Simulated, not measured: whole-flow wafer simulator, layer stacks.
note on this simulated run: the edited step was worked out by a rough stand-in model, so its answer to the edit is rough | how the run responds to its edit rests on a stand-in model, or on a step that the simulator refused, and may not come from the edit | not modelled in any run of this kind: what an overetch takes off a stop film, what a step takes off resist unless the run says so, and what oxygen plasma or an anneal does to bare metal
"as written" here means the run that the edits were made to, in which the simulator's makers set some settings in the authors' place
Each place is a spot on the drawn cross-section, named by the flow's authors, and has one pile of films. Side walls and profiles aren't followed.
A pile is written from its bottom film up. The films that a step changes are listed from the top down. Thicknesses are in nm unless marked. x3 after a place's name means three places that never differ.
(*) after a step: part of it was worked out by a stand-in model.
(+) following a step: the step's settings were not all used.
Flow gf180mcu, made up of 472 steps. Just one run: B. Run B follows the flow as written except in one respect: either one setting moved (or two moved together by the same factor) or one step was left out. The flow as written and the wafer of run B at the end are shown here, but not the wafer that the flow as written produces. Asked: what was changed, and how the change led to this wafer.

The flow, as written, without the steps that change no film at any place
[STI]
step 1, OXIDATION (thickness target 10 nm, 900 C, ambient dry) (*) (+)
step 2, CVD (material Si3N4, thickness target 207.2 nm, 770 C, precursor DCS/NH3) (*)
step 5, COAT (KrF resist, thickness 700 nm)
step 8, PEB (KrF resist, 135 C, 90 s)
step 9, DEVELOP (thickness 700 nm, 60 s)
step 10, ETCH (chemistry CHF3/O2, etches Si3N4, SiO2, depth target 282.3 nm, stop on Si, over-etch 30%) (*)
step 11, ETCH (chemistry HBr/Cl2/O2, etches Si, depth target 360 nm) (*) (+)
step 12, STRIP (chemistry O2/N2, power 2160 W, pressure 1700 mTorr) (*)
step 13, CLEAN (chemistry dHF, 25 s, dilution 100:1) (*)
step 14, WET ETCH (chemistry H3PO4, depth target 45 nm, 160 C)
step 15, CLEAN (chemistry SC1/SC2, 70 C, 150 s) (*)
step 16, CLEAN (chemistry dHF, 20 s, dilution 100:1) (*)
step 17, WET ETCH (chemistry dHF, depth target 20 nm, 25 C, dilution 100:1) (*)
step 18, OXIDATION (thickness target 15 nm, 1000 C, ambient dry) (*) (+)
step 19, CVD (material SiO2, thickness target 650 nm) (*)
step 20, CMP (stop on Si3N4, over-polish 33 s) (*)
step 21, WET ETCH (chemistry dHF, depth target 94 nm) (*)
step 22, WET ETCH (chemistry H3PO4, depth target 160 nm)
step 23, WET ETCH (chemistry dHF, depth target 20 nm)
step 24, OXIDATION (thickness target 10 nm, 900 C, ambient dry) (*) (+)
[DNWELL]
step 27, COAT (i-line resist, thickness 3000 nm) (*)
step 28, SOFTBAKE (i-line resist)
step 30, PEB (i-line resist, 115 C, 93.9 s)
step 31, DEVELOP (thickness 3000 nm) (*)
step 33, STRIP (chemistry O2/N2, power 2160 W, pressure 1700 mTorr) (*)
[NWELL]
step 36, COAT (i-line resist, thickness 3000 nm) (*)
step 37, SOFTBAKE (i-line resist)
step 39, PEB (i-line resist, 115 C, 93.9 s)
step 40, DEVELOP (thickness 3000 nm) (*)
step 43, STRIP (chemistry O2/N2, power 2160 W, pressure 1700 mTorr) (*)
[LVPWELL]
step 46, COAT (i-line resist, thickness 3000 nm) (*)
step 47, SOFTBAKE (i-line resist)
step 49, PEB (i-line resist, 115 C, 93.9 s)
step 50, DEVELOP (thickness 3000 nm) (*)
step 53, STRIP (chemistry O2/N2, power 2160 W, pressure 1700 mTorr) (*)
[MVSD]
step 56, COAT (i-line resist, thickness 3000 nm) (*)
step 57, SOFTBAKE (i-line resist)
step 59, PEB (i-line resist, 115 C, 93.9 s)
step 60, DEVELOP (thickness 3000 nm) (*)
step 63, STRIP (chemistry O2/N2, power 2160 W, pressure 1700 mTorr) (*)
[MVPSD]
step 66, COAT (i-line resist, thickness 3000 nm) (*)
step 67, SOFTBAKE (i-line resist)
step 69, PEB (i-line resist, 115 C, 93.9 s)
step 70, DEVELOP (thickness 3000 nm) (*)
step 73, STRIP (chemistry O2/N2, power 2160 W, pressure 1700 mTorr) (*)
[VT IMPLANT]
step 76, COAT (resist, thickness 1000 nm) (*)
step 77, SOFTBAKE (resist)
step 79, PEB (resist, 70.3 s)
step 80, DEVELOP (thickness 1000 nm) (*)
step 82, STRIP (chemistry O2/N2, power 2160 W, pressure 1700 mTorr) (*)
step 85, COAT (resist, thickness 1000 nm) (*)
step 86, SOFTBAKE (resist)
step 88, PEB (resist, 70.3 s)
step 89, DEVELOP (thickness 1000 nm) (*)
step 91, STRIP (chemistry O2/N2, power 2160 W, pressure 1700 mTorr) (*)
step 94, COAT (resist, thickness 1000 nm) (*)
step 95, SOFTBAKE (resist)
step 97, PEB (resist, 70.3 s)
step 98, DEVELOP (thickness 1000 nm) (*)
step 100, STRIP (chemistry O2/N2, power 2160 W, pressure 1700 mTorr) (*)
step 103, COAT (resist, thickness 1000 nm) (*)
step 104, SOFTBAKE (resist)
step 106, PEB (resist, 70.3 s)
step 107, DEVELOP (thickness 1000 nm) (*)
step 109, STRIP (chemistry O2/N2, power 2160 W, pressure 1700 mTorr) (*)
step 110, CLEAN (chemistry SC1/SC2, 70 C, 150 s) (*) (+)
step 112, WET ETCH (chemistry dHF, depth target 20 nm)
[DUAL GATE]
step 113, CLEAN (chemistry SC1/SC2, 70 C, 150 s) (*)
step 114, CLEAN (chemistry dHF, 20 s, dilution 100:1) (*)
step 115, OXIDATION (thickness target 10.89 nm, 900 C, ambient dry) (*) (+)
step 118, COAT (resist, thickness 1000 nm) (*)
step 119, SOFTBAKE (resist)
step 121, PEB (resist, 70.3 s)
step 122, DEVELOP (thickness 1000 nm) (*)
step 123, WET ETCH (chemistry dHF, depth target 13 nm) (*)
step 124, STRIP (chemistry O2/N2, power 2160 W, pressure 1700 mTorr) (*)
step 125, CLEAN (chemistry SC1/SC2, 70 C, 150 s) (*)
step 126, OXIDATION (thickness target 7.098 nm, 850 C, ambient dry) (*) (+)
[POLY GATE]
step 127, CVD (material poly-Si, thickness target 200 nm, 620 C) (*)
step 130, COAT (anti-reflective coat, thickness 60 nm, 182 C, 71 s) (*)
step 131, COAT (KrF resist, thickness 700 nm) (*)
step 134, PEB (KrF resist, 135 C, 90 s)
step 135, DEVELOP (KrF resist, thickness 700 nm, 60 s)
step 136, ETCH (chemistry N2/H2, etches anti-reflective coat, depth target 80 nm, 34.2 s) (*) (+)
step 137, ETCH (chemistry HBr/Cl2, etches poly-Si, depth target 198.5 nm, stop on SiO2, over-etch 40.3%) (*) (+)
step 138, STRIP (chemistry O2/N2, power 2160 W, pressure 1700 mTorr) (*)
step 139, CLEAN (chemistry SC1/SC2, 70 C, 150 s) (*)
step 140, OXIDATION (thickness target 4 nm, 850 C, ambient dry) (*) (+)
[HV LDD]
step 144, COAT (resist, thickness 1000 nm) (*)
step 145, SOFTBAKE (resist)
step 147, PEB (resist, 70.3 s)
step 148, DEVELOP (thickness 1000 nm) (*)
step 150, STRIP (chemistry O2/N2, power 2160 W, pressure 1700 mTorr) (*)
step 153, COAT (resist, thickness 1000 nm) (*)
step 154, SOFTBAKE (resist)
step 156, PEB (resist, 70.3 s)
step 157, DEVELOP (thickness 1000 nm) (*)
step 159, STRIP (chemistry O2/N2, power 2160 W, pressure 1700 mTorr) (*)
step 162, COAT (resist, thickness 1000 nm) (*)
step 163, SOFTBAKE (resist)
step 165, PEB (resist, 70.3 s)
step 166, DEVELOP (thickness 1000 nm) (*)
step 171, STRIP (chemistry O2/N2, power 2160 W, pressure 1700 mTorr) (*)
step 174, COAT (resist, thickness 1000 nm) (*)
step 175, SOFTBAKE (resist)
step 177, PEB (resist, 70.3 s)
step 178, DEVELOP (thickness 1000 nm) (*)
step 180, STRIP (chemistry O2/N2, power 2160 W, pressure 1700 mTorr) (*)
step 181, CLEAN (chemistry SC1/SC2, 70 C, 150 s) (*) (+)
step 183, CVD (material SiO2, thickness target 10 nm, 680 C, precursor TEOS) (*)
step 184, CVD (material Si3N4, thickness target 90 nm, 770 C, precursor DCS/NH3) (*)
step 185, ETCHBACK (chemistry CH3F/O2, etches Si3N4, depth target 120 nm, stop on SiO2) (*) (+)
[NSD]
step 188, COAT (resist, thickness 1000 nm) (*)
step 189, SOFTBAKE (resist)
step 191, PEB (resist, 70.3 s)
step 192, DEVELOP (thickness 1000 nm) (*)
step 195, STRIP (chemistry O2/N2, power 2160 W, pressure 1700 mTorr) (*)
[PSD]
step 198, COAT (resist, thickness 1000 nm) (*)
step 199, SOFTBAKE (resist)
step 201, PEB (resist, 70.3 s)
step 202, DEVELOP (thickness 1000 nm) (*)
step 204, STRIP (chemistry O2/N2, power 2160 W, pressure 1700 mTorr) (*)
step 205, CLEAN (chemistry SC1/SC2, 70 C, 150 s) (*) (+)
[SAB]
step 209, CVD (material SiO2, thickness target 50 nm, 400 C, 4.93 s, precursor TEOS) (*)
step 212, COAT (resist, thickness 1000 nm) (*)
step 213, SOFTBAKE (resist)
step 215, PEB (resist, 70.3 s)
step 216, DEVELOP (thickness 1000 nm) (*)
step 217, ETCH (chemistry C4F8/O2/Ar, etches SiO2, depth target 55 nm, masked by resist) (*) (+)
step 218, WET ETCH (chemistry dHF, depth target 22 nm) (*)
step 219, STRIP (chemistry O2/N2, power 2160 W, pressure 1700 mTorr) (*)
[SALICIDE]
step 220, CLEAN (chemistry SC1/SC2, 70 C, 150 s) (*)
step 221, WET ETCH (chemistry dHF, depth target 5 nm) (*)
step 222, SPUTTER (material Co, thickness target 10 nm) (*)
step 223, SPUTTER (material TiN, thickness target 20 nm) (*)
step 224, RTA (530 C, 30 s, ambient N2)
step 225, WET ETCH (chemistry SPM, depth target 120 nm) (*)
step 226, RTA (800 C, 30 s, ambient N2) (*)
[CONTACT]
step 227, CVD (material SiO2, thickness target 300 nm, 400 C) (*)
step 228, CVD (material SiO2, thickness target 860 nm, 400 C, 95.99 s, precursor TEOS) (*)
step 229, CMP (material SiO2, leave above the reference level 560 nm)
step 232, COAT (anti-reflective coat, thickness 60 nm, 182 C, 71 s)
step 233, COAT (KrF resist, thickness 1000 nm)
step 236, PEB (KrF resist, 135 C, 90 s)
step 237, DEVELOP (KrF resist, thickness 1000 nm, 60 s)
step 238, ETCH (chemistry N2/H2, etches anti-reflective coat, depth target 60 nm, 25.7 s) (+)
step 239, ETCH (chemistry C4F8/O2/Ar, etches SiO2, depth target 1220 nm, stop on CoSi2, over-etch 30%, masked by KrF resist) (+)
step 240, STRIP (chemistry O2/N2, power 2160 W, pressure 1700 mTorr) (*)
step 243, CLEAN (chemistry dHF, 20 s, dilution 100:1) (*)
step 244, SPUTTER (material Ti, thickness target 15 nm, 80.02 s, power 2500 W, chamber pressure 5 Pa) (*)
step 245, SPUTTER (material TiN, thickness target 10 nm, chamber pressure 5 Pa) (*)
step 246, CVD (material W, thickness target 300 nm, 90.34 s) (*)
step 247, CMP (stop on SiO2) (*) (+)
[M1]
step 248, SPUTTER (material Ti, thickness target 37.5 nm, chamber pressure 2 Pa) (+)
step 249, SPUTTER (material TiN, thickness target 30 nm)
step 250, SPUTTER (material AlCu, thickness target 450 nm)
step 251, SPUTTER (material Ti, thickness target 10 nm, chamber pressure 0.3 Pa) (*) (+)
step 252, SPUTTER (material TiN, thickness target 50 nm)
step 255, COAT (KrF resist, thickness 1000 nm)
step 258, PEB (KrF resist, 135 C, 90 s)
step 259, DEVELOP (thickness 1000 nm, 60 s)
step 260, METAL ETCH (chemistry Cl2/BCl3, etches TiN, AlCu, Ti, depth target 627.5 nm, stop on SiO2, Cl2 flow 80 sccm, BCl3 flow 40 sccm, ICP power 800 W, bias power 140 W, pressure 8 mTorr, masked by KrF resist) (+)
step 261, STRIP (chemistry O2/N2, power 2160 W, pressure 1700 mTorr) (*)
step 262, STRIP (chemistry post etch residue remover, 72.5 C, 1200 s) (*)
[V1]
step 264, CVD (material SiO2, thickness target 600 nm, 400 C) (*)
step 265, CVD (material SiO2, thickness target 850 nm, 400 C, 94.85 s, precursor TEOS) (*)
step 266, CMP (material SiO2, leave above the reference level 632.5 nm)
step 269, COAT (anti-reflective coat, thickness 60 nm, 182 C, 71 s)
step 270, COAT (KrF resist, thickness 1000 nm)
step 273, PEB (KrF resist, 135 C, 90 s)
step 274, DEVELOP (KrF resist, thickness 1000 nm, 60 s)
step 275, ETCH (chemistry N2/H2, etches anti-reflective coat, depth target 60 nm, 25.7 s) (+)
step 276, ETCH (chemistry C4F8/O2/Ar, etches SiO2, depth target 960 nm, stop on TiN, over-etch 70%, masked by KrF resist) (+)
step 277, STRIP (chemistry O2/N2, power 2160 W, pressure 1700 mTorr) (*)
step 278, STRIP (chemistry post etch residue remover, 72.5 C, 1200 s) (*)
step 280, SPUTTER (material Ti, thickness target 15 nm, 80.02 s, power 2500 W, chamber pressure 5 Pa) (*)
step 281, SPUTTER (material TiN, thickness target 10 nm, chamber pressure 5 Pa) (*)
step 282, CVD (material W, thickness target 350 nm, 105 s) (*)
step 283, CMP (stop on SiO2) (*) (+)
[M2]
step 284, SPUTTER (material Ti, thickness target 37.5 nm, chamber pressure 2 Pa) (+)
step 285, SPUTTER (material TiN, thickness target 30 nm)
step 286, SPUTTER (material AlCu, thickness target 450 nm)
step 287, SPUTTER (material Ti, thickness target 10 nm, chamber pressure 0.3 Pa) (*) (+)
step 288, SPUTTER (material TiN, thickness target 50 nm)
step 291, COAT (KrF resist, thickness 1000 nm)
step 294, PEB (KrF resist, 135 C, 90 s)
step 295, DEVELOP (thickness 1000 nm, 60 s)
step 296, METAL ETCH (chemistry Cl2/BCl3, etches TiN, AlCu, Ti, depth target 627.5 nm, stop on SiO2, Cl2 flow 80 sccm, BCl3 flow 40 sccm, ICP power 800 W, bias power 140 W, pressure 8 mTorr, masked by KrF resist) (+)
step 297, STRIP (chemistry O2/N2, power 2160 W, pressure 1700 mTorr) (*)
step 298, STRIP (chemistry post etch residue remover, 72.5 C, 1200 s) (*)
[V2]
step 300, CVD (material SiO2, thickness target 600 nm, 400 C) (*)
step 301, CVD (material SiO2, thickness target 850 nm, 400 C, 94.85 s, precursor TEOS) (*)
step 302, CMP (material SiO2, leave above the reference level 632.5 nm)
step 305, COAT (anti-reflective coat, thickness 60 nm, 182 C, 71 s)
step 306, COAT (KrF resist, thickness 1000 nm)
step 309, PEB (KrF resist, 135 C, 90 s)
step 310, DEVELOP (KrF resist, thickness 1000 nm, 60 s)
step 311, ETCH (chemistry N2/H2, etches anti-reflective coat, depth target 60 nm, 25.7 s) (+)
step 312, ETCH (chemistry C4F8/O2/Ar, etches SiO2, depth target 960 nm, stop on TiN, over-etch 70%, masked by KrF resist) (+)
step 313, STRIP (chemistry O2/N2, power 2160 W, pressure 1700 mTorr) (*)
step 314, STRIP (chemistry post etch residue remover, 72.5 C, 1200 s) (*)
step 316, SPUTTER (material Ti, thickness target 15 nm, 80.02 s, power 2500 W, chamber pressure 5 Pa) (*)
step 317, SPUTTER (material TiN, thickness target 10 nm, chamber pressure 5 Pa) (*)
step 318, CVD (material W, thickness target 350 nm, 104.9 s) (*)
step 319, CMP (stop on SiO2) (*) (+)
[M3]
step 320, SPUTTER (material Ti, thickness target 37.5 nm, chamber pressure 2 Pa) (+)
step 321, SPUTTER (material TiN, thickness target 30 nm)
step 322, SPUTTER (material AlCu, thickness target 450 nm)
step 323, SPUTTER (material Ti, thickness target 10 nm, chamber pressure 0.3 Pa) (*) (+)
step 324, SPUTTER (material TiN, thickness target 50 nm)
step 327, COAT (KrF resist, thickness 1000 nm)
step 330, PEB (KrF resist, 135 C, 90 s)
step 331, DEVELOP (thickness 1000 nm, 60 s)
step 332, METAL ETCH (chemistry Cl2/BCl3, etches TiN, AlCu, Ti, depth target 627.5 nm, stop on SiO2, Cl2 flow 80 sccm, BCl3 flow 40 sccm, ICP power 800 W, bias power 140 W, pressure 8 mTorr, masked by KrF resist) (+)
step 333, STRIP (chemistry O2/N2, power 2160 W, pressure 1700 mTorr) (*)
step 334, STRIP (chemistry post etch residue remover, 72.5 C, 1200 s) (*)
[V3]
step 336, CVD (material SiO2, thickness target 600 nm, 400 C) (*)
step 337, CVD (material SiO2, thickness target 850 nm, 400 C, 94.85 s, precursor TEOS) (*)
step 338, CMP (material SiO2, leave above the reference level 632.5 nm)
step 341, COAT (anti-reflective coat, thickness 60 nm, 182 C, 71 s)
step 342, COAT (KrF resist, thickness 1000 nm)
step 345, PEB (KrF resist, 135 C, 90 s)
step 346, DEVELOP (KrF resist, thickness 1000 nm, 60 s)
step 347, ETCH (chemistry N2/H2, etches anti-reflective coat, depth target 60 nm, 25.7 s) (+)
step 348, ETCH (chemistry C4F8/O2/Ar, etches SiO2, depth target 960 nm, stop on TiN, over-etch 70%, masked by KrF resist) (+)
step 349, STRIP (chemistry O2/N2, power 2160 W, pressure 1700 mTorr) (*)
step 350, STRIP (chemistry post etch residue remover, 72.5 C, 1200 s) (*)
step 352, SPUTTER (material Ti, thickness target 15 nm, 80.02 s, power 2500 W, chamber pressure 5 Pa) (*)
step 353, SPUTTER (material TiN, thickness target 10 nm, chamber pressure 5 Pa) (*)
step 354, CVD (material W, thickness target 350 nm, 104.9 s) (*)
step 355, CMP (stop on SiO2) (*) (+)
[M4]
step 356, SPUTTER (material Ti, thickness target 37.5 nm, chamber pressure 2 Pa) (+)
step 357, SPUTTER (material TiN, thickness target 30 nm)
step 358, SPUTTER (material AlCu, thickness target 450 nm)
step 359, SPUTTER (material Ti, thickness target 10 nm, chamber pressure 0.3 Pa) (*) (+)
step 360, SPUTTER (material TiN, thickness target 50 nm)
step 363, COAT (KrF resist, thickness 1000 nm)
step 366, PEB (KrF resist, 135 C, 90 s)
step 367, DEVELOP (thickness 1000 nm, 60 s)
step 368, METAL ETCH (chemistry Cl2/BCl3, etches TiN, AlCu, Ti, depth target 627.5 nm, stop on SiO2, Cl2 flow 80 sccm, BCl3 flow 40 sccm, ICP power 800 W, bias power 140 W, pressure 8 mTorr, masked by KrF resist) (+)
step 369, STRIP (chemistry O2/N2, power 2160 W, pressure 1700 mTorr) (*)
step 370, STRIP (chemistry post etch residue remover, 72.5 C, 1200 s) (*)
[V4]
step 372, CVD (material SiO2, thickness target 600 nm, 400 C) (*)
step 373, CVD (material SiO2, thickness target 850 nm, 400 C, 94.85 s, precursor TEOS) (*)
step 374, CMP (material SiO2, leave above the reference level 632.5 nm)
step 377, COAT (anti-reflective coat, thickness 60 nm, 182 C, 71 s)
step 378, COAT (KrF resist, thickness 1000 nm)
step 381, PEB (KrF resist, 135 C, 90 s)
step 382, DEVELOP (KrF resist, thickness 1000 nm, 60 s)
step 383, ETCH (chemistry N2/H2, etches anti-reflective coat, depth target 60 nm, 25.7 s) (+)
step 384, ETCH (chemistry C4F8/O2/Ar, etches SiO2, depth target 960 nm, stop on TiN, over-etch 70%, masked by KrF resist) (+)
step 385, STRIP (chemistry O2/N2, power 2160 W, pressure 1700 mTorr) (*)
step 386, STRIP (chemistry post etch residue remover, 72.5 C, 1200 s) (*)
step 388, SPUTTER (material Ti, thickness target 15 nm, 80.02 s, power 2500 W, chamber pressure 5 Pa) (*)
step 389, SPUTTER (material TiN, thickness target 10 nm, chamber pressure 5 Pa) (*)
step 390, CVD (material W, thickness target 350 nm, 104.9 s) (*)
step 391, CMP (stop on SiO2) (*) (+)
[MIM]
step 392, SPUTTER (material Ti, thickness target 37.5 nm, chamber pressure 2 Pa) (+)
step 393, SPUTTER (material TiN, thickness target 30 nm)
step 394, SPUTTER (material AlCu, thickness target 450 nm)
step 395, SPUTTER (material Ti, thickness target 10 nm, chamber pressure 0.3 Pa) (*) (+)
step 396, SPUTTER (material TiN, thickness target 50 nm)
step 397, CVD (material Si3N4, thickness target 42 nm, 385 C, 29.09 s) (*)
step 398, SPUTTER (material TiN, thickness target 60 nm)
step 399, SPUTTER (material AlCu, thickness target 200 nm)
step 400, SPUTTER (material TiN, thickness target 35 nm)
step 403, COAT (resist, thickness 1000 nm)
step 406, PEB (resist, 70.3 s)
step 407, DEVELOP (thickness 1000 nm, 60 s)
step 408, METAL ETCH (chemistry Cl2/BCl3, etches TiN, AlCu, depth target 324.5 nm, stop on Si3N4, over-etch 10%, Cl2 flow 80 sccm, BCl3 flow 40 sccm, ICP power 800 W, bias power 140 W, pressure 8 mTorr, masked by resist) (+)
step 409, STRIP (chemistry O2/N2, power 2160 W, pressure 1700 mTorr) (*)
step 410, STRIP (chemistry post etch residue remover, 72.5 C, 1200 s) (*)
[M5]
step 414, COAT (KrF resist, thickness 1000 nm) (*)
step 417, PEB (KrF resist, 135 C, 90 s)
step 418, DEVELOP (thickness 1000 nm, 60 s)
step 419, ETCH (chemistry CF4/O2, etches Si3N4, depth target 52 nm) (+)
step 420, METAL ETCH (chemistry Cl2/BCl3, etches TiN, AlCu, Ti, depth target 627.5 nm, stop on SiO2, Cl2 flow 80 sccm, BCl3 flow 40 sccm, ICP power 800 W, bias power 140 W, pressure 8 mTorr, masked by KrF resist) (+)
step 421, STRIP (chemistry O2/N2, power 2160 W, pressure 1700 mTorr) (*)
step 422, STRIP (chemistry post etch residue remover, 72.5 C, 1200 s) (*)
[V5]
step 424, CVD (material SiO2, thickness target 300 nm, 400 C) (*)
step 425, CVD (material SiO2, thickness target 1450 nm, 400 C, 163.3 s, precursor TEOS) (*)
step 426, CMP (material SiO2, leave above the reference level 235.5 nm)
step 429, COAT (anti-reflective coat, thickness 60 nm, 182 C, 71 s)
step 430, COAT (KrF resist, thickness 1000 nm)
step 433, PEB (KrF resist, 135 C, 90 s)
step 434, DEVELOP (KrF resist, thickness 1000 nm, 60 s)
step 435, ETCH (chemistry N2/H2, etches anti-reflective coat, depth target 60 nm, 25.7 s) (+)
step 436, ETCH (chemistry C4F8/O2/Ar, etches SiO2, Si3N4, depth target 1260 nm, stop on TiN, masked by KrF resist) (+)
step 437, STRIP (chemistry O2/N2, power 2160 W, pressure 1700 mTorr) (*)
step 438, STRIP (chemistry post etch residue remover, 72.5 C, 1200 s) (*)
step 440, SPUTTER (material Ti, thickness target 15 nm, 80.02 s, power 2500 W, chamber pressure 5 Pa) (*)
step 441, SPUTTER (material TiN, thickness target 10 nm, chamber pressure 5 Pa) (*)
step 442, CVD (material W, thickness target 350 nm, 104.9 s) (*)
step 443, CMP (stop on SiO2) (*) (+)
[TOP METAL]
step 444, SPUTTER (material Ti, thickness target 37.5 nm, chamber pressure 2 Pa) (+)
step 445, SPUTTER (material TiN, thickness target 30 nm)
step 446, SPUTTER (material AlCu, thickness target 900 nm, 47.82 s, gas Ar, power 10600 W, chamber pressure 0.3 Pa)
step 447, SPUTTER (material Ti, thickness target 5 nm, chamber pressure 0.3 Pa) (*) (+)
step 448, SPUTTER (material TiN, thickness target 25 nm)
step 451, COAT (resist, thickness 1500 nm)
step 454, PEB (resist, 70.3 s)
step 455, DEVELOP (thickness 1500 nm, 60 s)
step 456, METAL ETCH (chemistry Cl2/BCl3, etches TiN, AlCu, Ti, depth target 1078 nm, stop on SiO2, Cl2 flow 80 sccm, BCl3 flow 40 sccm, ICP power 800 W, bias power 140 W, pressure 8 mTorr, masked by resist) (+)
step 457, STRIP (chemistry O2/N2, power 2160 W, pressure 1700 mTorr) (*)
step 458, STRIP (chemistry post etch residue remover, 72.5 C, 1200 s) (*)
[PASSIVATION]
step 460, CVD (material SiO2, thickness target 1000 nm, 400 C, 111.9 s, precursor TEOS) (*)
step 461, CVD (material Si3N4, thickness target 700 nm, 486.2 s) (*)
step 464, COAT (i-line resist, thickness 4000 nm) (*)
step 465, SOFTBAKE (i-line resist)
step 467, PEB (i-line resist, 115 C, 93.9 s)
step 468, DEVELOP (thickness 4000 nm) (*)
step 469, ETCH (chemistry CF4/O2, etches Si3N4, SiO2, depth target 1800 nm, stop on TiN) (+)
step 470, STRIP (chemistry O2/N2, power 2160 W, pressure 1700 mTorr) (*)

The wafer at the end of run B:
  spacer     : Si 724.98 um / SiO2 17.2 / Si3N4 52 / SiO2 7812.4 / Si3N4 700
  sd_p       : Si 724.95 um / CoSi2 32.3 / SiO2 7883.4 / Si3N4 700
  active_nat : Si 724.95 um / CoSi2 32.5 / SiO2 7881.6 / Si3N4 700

The reason: step 184, CVD: thickness target 56.2 nm was run, though the flow has thickness target 90 nm.

Step by step, how the change led to this:
  step 184, CVD (material Si3N4, thickness target 90 nm, 770 C, precursor DCS/NH3) (*)
      field, field__w1, field__w2 and 101 more: +56.2 Si3N4 (new film) (in the flow as written it would be: +90 Si3N4 (new film))
  step 185, ETCHBACK (chemistry CH3F/O2, etches Si3N4, depth target 120 nm, stop on SiO2) (*) (+)
      field, field__w1, field__w2 and 100 more: -56.2 Si3N4 (all of it), -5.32 SiO2 (in the flow as written it would be: -90 Si3N4 (all of it), -2.5 SiO2)
  step 188, COAT (resist, thickness 1000 nm) (*)
      spacer: +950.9 resist (new film) (in the flow as written it would be: +920.2 resist (new film))
  step 189, SOFTBAKE (resist)
      field: -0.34 resist (in the flow as written it would be: +3.56 resist)
      field__w6: +6.91 resist (in the flow as written it would be: +7.53 resist)
      (and at 10 other places as well)
  step 191, PEB (resist, 70.3 s)
      spacer: -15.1 resist (in the flow as written it would be: -14.3 resist)
  step 192, DEVELOP (thickness 1000 nm) (*)
      spacer: -935.9 resist (all of it) (in the flow as written it would be: -905.9 resist (all of it))
  step 195, STRIP (chemistry O2/N2, power 2160 W, pressure 1700 mTorr) (*)
      field: -1005.7 resist (all of it) (in the flow as written it would be: -1026.7 resist (all of it))
  step 198, COAT (resist, thickness 1000 nm) (*)
      spacer: +950.9 resist (new film) (in the flow as written it would be: +920.2 resist (new film))
  step 199, SOFTBAKE (resist)
      field: -0.34 resist (in the flow as written it would be: +3.56 resist)
      field__w6: +6.91 resist (in the flow as written it would be: +7.53 resist)
      (and at 10 other places as well)
  step 201, PEB (resist, 70.3 s)
      spacer: -15.1 resist (in the flow as written it would be: -14.3 resist)
  step 204, STRIP (chemistry O2/N2, power 2160 W, pressure 1700 mTorr) (*)
      field: -1005.7 resist (all of it) (in the flow as written it would be: -1026.7 resist (all of it))
      spacer: -935.8 resist (all of it) (in the flow as written it would be: -905.9 resist (all of it))
  step 212, COAT (resist, thickness 1000 nm) (*)
      spacer: +950.1 resist (new film) (in the flow as written it would be: +919.4 resist (new film))
  step 213, SOFTBAKE (resist)
      field__w9: +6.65 resist (in the flow as written it would be: -3.11 resist)
      field__w5: +6.9 resist (in the flow as written it would be: +7.65 resist)
      (and at 10 other places as well)
  step 215, PEB (resist, 70.3 s)
      spacer: -15.1 resist (in the flow as written it would be: -14.3 resist)
  step 216, DEVELOP (thickness 1000 nm) (*)
      spacer: -935 resist (all of it) (in the flow as written it would be: -905.1 resist (all of it))
  step 218, WET ETCH (chemistry dHF, depth target 22 nm) (*)
      gate, gate_hv, gate_p and 23 more: -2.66 SiO2 (all of it) (in the flow as written it would be: -5.48 SiO2 (all of it))
      active, p_well, sd_n, iso_ptap_pw, iso_ntap_nw, iso_ptap_sub, vpnp_e: -6.19 SiO2 (all of it) (in the flow as written it would be: -9.01 SiO2 (all of it))
      (and at 16 other places as well)
  ... another 5 steps ...
  step 229, CMP (material SiO2, leave above the reference level 560 nm)
      spacer: -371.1 SiO2 (in the flow as written it would be: -404.9 SiO2)
